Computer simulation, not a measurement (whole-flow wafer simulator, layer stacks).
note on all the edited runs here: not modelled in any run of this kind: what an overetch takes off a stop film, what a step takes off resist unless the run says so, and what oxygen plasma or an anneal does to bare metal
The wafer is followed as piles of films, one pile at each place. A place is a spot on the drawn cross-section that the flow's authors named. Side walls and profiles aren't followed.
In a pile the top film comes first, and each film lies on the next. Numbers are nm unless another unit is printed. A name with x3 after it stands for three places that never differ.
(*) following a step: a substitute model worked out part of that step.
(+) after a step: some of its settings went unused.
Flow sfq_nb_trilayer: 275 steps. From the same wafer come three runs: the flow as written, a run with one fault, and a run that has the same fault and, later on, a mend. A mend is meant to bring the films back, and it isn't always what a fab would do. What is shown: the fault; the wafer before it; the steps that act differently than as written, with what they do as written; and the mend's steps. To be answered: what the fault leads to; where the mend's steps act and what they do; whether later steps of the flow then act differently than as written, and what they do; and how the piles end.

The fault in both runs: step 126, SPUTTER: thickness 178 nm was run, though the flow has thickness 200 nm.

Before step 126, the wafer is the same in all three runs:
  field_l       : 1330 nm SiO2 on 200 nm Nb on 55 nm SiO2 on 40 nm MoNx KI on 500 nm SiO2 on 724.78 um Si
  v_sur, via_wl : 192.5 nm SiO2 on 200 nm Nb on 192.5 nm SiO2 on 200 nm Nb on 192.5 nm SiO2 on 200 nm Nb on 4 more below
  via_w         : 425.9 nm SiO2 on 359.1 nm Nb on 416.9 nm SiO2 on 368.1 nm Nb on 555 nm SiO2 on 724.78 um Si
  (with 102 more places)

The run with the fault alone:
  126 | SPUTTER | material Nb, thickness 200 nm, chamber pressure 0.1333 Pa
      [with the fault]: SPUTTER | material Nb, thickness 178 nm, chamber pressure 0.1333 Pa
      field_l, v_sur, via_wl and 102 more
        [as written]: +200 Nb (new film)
        [with the fault]: +178 Nb (new film)
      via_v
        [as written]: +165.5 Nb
        [with the fault]: +147.2 Nb
  Steps later in the flow that act otherwise than as written (4 more steps, not shown, differ only slightly: by at most 2% or 0.5 nm, whichever is larger):
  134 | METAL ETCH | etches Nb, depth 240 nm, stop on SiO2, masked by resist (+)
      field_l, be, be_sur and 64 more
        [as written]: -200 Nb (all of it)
        [with the fault]: -178 Nb (all of it)
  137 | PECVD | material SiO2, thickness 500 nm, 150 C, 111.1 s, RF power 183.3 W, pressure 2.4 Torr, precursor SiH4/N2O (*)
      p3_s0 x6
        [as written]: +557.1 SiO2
        [with the fault]: +535.1 SiO2
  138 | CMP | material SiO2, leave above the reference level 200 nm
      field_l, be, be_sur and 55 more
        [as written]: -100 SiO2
        [with the fault]: -122 SiO2
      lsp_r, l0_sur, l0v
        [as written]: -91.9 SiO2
        [with the fault]: -114.8 SiO2
  By the end, the piles at v_sur, via_wl, via_w and 36 more depart from the flow's by more than 2% or 0.5 nm, whichever is larger.
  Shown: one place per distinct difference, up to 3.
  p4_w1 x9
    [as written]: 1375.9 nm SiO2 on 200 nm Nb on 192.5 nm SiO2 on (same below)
    [with the fault]: 1375.9 nm SiO2 on 178 nm Nb on 192.5 nm SiO2 on (same below)
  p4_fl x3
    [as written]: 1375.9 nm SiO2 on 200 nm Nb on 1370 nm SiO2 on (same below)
    [with the fault]: 1375.9 nm SiO2 on 178 nm Nb on 1370 nm SiO2 on (same below)
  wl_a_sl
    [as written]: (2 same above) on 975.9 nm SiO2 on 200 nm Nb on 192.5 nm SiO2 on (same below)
    [with the fault]: (2 same above) on 975.9 nm SiO2 on 178 nm Nb on 192.5 nm SiO2 on (same below)

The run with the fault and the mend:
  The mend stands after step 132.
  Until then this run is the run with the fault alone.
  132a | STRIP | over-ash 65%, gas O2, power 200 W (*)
      p3_s0 x6, p3_fr x3, wl_d_sl and 38 more
        -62 anti-reflective coat (all of it)
      p4_fl x3, p4_w1 x9, p4_g1 x2 and 15 more
        -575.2 KrF resist (all of it), -62 anti-reflective coat (all of it)
      moat, field_r, lsp_l, lsp_r, l0_sur, l0v
        -61.8 anti-reflective coat (all of it)
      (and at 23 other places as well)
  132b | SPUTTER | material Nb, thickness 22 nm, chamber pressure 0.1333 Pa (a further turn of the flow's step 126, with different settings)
      field_l, v_sur, via_wl and 102 more
        +22 Nb
      via_v
        +16.6 Nb
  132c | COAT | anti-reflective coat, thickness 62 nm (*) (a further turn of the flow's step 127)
      p4_fl x3, p4_w1 x9, p4_g1 x2 and 63 more
        +62 anti-reflective coat (new film)
      moat, field_r, lsp_l and 6 more
        +61.8 anti-reflective coat (new film)
      be_r, r_sur, res, r_end
        +61.7 anti-reflective coat (new film)
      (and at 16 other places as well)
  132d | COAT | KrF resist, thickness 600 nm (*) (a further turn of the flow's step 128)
      p4_fl x3, p4_w1 x9, p4_g1 x2 and 63 more
        +600 KrF resist (new film)
      field_r, lsp_l, ln_m5, lsp_m, l0v
        +599.5 KrF resist (new film)
      ln_m6, lsp_r, l0_sur
        +599.6 KrF resist (new film)
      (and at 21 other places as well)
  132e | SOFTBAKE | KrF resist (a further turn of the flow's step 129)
      alters no film at any place that is followed
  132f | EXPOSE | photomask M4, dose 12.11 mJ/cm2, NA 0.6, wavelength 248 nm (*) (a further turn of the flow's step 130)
      alters no film at any place that is followed
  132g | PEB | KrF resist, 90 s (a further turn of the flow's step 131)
      field_l, v_sur, via_wl and 97 more
        -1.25 KrF resist
      via_w, via_wr, via_sp, wire, be
        -1.24 KrF resist
      via_v
        -1.61 KrF resist
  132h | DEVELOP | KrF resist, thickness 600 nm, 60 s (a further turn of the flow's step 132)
      p3_s0 x6, p3_fr x3, wl_d_sl and 38 more
        -598.7 KrF resist (all of it)
      v_sur, via_wl, via_w and 36 more
        -23.5 KrF resist
      moat, field_r, lsp_l
        -598.2 KrF resist (all of it)
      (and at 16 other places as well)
  None of the later steps of the flow differs from how it acts as written, at any place that is followed, by more than 2% or 0.5 nm, whichever is larger.
  When the end is reached, the piles differ only a little from the flow's at the places that both follow, at most by 2% or 0.5 nm, whichever is larger.
